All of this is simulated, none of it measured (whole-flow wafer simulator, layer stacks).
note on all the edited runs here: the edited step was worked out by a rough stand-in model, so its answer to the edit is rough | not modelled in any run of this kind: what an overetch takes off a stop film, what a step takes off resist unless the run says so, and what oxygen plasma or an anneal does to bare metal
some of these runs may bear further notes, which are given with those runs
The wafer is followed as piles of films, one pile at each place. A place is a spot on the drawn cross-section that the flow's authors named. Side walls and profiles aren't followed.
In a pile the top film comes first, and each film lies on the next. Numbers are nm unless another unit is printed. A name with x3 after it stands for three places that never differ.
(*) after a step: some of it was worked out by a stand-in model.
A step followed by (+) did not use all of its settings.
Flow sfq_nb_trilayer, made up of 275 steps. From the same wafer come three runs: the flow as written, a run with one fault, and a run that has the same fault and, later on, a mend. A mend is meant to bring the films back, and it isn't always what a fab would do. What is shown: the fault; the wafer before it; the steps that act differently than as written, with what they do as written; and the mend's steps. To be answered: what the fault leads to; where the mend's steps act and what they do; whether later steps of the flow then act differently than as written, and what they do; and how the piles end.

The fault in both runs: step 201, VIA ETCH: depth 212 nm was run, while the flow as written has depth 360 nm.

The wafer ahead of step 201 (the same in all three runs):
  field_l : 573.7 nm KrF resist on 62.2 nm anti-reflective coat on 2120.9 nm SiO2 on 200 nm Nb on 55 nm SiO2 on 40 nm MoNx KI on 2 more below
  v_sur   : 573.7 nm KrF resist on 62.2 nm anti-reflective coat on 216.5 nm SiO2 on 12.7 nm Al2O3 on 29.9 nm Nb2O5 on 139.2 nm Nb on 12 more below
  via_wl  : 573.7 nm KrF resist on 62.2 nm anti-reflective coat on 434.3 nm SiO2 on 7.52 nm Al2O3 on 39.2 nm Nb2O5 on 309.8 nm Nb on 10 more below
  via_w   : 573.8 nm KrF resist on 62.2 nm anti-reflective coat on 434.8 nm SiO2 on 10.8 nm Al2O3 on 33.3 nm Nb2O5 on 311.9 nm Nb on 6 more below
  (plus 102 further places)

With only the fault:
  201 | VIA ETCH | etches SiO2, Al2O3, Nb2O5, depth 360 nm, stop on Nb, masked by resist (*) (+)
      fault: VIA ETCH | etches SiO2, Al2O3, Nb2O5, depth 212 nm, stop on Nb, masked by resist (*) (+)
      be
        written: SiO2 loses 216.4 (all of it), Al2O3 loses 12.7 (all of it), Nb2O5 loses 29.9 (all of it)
        fault: SiO2 loses 212
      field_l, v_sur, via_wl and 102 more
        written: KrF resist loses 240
        fault: KrF resist loses 141.3
  Steps later in the flow that act otherwise than as written (6 other steps are not shown; they differ only slightly, by no more than 2% or 0.5 nm, whichever is larger):
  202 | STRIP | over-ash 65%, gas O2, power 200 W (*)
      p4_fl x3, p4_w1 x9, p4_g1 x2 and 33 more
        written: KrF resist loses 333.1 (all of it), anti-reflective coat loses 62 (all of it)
        fault: KrF resist loses 431.8 (all of it), anti-reflective coat loses 62 (all of it)
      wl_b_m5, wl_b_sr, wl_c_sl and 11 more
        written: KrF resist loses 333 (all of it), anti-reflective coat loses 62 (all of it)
        fault: KrF resist loses 431.7 (all of it), anti-reflective coat loses 62 (all of it)
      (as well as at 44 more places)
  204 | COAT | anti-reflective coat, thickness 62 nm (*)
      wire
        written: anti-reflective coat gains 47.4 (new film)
        fault: anti-reflective coat gains 48.8 (new film)
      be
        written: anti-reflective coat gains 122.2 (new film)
        fault: anti-reflective coat gains 115.2 (new film)
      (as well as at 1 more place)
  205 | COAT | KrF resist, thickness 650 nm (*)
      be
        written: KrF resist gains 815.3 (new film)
        fault: KrF resist gains 781.8 (new film)
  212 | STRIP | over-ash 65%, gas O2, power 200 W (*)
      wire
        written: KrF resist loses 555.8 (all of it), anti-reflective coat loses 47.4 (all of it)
        fault: KrF resist loses 558.4 (all of it), anti-reflective coat loses 48.8 (all of it)
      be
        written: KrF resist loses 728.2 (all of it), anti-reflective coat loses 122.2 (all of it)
        fault: KrF resist loses 694.6 (all of it), anti-reflective coat loses 115.2 (all of it)
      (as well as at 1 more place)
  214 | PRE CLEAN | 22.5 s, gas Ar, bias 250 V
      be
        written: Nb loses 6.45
        fault: SiO2 loses 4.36 (all of it), Al2O3 loses 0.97
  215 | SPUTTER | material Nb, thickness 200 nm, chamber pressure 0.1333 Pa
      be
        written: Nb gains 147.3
        fault: Nb gains 158.5 (new film)
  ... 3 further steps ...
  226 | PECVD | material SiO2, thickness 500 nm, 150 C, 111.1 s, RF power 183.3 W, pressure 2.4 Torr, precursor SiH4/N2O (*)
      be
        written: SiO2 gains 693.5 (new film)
        fault: SiO2 gains 634.3 (new film)
  By the end, the piles at be depart from the flow's by more than 2% or 0.5 nm, whichever is larger.
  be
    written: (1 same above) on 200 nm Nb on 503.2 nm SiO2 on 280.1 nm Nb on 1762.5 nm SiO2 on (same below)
    fault: (1 same above) on 200 nm Nb on 444 nm SiO2 on 158.5 nm Nb on 11.7 nm Al2O3 on 29.9 nm Nb2O5 on 139.2 nm Nb on 1762.5 nm SiO2 on (same below)

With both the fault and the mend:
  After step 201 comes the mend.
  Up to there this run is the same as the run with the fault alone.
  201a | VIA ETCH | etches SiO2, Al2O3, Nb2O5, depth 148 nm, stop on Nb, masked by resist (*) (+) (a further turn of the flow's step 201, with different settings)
      field_l, v_sur, via_wl and 102 more
        KrF resist loses 98.7
      be
        SiO2 loses 4.36 (all of it), Al2O3 loses 12.7 (all of it), Nb2O5 loses 29.9 (all of it)
  Later steps of the flow that are run all act as written at every place that is followed.
  At every place that both follow, the piles at the end match the flow's.
